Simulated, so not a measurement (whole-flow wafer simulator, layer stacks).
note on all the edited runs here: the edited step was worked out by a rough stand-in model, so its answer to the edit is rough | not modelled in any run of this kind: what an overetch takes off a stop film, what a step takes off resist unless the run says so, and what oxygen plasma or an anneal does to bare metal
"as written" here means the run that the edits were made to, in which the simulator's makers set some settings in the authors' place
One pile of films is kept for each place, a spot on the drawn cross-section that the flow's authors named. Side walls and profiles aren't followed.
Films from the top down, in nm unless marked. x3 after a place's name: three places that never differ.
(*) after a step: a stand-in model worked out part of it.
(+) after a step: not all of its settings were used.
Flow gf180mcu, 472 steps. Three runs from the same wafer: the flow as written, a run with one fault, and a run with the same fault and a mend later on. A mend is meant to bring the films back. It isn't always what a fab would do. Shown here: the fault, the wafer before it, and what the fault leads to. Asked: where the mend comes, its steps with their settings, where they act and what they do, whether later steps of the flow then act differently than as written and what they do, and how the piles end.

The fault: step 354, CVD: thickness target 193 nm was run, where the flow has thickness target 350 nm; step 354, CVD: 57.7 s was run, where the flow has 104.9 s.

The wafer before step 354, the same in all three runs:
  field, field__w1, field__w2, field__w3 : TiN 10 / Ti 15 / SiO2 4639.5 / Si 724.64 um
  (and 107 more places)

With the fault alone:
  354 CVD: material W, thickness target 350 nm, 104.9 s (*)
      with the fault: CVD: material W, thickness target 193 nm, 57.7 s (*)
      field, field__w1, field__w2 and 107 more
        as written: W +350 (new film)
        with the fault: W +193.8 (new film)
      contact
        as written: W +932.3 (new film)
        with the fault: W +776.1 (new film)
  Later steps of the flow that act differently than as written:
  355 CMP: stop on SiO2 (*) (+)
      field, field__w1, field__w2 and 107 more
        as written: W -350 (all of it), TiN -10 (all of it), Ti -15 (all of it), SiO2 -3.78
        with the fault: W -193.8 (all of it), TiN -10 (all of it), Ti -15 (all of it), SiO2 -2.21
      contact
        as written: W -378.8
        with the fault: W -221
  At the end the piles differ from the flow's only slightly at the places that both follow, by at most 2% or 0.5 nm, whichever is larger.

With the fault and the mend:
  The mend comes after step 354.
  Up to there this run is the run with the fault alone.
  354a CVD: material W, thickness target 157 nm, 47.06 s (the flow's step 354 once more, with other settings)
      field, field__w1, field__w2 and 108 more
        W +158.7
  No later step of the flow acts differently than as written, at any place that is followed, by more than 2% or 0.5 nm, whichever is larger.
  At the end the piles differ from the flow's only slightly at the places that both follow, by at most 2% or 0.5 nm, whichever is larger.
